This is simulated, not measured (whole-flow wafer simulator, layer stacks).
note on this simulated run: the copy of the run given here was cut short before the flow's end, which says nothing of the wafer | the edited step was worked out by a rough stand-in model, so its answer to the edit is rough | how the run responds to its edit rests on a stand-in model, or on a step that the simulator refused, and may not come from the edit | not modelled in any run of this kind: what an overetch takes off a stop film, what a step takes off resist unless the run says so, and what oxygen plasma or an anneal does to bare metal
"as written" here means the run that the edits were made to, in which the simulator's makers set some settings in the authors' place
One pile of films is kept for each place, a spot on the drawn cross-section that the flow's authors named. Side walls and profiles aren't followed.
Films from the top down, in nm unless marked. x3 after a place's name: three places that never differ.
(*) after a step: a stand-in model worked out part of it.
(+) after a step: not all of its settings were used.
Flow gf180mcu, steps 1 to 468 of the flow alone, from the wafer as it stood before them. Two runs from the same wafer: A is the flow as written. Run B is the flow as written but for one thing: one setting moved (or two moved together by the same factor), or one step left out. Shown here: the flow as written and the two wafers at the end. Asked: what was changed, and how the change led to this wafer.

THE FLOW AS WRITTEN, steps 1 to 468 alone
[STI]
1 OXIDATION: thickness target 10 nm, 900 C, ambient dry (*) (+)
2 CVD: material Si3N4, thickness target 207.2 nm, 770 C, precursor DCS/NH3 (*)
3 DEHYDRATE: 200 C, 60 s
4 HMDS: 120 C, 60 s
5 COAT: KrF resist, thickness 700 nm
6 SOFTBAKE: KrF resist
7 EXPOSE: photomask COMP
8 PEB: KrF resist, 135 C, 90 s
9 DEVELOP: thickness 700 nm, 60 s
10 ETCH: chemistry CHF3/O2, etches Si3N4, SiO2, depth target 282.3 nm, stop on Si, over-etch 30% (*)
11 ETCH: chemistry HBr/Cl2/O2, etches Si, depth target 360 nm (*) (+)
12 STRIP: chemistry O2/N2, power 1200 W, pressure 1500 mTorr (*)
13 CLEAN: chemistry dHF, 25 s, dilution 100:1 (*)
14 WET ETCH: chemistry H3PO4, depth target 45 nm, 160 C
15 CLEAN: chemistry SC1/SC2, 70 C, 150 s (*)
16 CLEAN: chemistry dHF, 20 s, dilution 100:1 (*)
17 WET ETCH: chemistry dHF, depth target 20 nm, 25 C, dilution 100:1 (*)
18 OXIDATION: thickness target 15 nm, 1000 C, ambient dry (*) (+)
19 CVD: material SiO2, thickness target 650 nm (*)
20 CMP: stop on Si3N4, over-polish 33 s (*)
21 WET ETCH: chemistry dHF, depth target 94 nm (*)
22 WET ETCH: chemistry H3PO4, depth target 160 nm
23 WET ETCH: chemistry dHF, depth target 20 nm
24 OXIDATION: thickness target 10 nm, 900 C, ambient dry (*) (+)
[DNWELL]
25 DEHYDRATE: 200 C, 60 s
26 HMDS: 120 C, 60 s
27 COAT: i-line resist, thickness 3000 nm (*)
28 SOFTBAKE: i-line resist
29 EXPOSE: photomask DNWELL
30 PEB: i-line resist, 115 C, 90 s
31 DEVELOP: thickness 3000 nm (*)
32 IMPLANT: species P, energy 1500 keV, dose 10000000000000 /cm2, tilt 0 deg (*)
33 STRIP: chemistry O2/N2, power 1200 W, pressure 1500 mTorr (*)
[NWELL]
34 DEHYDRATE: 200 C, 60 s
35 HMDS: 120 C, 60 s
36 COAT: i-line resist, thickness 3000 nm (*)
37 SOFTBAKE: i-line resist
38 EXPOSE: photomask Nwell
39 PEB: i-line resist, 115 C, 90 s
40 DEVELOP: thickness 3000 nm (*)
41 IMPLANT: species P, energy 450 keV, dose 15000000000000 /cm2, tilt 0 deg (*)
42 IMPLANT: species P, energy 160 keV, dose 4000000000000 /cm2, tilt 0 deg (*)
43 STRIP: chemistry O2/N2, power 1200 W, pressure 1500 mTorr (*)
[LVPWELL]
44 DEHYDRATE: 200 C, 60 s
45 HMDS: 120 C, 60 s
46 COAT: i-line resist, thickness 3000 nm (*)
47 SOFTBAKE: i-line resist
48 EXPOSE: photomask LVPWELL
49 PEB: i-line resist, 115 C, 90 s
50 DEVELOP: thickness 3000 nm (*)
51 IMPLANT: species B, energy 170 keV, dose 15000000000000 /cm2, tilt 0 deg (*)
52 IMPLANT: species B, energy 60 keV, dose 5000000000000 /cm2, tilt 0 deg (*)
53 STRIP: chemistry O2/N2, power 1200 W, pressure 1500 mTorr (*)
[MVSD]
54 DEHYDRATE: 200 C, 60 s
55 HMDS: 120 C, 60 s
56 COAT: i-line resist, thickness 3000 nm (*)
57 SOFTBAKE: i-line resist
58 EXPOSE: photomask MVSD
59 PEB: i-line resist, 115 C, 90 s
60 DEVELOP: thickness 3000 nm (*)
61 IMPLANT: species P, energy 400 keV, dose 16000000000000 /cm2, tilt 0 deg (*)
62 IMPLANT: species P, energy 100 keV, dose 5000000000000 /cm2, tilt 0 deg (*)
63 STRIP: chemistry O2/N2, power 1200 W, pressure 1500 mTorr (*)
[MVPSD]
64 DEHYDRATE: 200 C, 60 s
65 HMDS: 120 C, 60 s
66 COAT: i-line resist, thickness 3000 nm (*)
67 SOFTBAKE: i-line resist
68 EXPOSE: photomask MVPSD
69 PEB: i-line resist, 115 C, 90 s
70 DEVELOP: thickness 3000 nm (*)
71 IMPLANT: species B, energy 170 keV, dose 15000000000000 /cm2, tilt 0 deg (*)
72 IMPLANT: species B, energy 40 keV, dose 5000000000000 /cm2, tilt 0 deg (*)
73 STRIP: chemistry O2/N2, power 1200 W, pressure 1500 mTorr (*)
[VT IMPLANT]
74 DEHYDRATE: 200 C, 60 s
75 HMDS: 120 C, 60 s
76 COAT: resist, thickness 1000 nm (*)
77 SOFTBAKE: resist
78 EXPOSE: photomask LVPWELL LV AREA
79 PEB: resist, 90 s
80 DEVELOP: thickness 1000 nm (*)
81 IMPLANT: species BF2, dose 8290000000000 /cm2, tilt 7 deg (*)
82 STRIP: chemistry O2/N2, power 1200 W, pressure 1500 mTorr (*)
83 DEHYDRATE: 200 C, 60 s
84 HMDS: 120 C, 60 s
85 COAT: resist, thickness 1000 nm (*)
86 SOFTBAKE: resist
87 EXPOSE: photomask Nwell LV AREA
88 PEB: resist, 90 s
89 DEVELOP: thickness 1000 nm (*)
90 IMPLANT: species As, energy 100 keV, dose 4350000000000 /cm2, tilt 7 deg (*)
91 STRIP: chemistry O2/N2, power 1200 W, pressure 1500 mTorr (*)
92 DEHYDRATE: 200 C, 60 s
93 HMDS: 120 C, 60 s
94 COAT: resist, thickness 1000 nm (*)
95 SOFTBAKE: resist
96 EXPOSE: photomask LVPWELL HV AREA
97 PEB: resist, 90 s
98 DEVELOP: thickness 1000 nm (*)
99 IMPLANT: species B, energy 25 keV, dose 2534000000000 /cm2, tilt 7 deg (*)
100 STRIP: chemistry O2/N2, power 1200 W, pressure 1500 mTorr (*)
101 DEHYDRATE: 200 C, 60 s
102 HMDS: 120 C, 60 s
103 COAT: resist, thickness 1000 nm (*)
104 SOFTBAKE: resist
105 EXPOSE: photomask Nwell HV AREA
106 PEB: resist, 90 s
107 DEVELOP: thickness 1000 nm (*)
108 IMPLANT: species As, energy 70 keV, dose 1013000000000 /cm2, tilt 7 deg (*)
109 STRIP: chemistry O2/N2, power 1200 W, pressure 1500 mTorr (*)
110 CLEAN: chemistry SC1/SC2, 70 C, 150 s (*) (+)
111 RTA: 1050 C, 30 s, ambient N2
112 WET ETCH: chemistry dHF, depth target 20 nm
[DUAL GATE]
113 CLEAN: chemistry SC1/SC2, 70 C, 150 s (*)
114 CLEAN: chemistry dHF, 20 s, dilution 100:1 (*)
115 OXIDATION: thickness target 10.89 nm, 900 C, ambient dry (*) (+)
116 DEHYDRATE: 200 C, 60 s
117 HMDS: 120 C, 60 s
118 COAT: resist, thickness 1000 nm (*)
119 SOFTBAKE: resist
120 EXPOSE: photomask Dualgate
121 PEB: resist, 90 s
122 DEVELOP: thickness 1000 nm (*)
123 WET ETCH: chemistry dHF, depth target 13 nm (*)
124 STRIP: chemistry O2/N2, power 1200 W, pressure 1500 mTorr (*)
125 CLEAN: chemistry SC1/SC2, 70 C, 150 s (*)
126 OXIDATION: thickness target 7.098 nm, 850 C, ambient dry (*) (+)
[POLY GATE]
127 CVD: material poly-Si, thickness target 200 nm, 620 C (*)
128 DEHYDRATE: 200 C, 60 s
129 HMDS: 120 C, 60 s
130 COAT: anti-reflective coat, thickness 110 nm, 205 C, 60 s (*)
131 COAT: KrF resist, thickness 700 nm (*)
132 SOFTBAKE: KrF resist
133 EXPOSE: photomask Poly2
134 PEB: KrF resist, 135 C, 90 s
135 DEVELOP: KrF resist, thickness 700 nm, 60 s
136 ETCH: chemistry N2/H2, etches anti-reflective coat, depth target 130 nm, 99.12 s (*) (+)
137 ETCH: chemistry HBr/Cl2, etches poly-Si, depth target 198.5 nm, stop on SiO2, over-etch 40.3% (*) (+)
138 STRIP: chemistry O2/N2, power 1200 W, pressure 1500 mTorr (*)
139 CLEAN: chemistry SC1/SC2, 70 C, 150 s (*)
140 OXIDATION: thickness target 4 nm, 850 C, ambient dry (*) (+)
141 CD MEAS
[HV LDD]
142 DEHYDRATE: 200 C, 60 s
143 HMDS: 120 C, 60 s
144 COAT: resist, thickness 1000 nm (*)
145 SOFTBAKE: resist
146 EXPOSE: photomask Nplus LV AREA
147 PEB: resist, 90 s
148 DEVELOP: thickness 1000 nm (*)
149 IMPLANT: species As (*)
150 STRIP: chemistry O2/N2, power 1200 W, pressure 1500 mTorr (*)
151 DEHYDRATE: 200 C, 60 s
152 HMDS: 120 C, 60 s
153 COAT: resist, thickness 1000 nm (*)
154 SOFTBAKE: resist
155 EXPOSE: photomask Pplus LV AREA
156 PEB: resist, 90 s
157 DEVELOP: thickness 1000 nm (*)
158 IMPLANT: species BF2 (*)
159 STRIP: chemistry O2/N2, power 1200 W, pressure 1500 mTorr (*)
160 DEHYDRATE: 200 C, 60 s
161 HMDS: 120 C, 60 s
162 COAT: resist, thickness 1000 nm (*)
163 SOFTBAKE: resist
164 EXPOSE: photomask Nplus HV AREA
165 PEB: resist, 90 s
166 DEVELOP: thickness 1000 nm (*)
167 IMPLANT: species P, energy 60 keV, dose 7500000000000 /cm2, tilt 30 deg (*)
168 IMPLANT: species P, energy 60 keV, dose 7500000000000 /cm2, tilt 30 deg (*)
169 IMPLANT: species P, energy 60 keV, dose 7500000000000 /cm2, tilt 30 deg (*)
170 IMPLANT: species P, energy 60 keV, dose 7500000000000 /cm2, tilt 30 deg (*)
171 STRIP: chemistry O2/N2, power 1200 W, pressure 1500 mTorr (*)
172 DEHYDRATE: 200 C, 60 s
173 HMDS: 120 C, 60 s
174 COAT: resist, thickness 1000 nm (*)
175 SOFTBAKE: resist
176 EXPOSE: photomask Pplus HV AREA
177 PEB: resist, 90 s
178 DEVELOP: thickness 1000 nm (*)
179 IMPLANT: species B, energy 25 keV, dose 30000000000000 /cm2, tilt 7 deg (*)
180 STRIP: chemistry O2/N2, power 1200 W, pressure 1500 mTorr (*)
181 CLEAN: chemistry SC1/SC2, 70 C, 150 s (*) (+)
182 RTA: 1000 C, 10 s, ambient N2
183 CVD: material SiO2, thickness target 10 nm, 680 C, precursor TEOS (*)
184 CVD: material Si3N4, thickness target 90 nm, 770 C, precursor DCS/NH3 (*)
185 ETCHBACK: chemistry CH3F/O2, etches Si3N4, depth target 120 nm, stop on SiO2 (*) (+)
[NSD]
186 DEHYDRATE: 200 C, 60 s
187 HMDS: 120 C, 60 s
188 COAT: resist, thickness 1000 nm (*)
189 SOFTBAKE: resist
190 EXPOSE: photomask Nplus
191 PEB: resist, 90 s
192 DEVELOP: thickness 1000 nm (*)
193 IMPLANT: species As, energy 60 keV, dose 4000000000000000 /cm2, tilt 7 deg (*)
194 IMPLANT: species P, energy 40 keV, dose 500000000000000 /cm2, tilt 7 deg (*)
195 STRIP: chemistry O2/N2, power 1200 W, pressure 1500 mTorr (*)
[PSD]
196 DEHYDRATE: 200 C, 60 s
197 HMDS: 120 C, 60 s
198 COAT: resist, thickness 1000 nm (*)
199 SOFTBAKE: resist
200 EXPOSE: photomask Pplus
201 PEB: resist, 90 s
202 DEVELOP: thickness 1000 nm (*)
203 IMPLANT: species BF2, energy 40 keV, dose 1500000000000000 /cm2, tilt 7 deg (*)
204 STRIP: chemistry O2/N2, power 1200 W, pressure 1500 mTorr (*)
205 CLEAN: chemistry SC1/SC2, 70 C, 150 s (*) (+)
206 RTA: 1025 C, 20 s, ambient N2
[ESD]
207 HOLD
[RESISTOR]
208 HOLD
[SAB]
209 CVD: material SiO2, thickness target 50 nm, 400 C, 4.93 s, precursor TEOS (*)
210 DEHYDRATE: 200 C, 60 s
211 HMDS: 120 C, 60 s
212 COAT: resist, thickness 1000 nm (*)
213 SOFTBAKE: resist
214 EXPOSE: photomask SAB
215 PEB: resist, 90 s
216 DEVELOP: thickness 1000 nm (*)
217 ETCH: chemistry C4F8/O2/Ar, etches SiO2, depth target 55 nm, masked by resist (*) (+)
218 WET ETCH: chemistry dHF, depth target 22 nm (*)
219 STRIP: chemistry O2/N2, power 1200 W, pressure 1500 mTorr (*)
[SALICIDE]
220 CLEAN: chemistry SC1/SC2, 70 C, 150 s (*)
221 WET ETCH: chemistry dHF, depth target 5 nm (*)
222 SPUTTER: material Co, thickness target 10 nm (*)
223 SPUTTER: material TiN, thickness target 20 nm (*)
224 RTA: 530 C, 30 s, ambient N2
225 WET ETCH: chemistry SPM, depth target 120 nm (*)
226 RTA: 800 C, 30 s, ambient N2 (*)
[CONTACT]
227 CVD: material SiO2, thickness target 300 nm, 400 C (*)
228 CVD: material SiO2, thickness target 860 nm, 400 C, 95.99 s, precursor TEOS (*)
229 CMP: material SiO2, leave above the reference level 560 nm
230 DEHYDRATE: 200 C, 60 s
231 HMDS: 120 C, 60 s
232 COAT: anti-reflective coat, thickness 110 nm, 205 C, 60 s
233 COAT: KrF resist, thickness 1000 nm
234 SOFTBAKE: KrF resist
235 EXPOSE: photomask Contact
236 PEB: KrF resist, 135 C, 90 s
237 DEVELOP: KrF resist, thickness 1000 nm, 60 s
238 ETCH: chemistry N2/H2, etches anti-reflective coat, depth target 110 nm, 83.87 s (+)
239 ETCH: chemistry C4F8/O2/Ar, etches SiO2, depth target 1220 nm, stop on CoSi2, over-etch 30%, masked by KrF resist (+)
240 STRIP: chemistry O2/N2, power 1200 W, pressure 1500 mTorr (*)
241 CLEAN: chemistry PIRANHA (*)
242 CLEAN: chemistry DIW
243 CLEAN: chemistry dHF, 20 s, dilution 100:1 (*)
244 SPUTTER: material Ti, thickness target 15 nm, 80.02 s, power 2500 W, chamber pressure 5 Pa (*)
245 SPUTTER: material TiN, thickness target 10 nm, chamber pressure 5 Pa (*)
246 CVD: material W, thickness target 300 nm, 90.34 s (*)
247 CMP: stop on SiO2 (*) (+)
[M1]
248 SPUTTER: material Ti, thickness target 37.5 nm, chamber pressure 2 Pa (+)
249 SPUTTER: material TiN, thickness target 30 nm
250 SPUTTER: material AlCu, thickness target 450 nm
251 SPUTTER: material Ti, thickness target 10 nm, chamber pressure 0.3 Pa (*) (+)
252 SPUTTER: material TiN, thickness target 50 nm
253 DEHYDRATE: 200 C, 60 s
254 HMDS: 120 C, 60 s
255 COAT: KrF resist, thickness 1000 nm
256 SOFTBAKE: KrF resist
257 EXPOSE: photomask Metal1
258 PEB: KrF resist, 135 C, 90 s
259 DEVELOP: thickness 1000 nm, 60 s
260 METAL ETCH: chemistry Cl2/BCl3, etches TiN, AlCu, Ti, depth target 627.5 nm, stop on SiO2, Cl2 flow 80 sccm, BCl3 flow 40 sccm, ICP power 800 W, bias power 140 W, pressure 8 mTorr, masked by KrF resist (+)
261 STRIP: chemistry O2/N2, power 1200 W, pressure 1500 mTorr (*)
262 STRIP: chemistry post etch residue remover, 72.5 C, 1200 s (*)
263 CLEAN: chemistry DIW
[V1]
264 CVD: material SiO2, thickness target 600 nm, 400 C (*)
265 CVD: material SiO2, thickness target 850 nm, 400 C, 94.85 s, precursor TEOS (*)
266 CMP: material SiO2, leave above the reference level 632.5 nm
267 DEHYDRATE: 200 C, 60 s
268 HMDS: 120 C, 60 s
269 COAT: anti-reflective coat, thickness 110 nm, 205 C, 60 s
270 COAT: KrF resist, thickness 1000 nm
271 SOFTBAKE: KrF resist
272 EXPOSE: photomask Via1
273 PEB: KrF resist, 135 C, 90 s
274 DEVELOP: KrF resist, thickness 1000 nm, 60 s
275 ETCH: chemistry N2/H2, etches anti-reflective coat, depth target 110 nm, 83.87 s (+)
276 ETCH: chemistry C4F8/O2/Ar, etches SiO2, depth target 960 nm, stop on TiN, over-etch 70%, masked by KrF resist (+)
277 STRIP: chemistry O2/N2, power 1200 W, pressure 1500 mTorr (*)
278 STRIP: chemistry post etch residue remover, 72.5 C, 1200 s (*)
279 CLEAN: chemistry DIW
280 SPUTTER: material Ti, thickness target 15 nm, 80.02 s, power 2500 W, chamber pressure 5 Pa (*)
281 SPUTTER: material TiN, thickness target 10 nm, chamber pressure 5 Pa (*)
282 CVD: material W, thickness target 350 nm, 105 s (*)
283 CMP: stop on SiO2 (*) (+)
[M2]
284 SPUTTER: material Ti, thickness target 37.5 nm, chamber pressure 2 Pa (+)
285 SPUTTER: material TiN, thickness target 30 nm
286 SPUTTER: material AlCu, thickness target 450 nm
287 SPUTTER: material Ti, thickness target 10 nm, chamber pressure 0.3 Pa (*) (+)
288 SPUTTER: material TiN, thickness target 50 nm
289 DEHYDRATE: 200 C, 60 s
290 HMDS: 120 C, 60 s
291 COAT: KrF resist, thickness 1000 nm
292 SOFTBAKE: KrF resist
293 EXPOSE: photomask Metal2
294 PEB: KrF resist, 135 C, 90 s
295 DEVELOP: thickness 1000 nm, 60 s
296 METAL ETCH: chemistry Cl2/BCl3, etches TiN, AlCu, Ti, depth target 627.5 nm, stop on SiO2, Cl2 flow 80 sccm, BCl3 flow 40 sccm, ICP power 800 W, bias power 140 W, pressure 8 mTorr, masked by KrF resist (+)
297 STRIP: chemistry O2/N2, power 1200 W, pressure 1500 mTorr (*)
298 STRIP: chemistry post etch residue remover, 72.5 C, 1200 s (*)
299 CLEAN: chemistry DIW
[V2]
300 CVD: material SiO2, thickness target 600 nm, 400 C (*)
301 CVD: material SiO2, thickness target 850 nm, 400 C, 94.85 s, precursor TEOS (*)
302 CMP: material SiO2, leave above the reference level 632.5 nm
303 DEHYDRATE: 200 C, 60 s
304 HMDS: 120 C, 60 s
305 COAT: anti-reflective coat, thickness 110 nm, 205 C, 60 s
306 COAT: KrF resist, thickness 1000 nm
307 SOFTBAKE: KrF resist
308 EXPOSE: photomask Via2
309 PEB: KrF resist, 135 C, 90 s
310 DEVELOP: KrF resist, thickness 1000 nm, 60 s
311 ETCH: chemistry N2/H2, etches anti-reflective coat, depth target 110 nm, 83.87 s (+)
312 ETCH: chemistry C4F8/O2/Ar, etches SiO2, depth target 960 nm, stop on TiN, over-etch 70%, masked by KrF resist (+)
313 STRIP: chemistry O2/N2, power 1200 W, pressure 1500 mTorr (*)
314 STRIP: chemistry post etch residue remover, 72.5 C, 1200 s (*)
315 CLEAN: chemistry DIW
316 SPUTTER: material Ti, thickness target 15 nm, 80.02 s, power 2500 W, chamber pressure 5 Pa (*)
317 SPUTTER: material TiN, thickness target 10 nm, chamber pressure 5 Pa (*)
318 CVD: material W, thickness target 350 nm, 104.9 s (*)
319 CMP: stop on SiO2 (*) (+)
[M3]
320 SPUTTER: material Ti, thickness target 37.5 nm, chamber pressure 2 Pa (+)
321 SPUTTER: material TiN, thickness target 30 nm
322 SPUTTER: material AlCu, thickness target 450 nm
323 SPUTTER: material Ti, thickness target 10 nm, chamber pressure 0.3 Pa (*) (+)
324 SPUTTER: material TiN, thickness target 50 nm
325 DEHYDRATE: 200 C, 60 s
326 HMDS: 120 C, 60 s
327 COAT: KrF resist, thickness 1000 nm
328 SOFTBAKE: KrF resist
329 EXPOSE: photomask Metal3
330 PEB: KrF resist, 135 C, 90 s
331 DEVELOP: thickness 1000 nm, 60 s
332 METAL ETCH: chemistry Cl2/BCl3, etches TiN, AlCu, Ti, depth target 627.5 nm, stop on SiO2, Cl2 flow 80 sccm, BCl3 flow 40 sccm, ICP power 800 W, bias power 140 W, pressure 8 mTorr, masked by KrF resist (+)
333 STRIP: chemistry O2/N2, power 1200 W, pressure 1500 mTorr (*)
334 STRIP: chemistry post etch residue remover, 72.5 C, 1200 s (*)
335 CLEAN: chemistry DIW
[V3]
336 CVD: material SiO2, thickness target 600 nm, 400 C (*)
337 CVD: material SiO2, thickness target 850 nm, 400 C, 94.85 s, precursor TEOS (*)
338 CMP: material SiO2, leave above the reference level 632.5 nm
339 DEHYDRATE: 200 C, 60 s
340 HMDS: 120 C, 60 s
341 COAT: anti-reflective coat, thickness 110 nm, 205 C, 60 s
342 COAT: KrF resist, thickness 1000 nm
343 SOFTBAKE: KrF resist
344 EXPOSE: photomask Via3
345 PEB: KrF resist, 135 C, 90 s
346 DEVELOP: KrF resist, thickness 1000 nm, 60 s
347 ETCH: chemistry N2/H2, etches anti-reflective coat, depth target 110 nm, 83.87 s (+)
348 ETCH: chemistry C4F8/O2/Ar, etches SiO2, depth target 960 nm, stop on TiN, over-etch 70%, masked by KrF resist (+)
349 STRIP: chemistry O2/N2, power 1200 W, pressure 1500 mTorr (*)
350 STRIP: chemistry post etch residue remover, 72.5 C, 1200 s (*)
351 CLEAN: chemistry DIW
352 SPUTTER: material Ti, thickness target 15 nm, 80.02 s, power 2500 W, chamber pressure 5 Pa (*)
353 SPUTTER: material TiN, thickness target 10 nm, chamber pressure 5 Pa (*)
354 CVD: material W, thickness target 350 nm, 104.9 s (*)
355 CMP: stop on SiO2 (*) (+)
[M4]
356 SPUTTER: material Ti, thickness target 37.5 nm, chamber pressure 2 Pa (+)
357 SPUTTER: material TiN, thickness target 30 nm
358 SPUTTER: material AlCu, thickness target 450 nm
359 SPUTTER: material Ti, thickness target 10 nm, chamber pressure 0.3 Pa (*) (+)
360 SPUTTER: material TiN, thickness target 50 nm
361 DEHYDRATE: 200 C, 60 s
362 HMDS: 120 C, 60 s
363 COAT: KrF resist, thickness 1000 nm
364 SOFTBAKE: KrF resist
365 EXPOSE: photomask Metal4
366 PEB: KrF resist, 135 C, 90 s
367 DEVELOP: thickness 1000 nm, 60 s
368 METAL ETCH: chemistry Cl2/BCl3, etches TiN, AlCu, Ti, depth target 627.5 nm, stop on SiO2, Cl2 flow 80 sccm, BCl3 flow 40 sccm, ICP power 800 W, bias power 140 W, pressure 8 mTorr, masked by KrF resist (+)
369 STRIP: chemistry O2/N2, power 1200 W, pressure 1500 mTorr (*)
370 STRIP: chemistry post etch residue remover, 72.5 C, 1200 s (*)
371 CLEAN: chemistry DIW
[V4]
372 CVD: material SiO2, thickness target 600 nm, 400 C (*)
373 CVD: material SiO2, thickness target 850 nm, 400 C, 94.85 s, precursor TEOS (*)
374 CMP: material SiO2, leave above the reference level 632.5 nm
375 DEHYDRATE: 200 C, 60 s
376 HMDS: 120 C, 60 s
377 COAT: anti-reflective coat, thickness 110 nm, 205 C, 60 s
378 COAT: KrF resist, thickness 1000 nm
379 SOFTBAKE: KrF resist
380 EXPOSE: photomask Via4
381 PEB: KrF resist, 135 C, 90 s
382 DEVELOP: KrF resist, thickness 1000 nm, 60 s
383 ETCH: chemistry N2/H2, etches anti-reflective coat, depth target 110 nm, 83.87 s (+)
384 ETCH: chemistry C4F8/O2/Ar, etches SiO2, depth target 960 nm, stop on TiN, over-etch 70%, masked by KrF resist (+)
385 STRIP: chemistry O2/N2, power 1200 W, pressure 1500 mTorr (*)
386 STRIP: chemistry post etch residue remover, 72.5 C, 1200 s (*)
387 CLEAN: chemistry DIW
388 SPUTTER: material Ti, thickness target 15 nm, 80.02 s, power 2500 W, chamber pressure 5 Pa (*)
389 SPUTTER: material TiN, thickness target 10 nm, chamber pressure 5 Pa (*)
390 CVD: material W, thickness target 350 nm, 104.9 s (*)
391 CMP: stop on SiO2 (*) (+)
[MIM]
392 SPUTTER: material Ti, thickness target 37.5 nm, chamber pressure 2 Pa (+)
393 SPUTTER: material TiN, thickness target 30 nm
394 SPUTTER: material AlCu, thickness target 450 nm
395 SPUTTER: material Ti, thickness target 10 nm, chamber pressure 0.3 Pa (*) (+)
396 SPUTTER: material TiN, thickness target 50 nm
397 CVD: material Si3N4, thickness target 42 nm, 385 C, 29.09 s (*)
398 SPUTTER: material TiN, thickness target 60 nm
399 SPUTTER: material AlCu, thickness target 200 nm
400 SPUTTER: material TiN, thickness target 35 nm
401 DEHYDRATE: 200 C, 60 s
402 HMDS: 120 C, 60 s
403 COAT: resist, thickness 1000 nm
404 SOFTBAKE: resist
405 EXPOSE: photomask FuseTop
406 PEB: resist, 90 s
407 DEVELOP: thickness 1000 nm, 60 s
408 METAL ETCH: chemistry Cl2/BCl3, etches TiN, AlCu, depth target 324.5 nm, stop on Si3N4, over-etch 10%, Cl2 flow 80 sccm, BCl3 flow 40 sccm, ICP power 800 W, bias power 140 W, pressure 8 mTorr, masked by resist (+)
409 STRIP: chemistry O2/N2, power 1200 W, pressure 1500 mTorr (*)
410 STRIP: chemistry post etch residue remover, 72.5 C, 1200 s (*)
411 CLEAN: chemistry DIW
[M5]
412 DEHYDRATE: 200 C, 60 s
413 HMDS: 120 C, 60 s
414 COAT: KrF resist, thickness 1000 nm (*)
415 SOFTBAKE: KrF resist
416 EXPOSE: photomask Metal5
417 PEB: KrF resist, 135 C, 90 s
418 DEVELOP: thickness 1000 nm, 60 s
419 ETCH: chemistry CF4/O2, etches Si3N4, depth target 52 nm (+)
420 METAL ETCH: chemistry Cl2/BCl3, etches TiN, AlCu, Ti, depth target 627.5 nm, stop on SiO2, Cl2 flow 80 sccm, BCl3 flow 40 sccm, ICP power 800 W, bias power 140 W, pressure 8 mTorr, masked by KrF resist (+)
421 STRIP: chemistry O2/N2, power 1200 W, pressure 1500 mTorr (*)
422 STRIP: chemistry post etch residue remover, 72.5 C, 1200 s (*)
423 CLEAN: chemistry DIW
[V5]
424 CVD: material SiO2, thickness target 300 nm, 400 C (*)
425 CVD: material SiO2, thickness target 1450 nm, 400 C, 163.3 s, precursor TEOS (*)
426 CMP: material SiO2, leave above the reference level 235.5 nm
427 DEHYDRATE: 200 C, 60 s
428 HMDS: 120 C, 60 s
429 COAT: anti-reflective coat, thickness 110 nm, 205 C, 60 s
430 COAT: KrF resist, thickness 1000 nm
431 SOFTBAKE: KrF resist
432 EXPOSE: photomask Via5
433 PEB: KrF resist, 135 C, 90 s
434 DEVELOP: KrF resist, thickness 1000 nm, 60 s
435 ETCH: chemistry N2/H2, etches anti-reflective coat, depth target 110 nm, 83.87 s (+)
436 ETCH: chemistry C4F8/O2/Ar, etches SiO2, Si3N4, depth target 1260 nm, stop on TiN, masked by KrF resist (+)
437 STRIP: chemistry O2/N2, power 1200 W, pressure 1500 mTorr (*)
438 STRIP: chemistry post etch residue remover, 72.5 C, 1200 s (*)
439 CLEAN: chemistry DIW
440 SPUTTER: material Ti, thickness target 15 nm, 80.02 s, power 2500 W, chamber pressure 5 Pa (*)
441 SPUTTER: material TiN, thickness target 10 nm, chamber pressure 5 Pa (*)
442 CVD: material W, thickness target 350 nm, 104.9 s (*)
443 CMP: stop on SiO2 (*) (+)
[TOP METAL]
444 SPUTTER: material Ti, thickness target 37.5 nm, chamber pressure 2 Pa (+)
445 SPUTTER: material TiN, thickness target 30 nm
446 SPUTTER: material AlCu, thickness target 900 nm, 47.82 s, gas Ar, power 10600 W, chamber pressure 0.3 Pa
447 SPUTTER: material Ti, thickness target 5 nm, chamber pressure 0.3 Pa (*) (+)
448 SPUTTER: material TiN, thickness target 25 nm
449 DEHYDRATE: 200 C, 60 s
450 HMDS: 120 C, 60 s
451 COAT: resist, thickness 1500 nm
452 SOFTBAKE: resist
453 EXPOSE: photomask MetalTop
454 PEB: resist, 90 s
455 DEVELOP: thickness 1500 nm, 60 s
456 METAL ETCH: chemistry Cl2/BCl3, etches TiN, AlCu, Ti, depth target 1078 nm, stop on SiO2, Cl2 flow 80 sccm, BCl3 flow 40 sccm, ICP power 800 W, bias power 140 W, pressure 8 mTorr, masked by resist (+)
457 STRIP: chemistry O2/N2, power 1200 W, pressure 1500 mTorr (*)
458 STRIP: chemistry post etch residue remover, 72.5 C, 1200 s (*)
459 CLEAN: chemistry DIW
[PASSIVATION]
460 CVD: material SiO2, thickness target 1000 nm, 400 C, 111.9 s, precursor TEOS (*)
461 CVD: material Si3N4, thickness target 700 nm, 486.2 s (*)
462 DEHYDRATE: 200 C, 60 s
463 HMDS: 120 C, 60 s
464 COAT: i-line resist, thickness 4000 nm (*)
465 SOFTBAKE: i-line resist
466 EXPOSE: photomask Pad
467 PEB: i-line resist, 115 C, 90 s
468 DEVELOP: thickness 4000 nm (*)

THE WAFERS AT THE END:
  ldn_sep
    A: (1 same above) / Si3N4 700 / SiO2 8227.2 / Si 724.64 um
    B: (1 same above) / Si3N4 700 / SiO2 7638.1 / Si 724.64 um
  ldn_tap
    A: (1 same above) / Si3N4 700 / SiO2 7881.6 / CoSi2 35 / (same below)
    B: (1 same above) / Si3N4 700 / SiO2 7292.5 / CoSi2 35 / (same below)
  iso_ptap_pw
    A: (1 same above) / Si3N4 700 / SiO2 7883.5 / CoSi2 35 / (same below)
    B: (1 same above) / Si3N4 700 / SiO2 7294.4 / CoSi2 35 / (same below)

The cause: step 460, CVD: 44.78 s was run, where the flow has 111.9 s.

How the change led to this, step by step:
  460 CVD: material SiO2, thickness target 1000 nm, 400 C, 111.9 s, precursor TEOS (*)
      field, field__w1, field__w2 and 103 more: A SiO2 +1000 | B SiO2 +410.9
      field__w8, contact, m1, m1__w1, pad, m1_nw: A SiO2 +1000 (new film) | B SiO2 +410.9 (new film)
  465 SOFTBAKE: i-line resist
      field__w5, field__w9: A i-line resist +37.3 | B i-line resist +29.7
      field__w11, field__w13: A i-line resist +37.9 | B i-line resist +30.8
      (and at 57 more places)
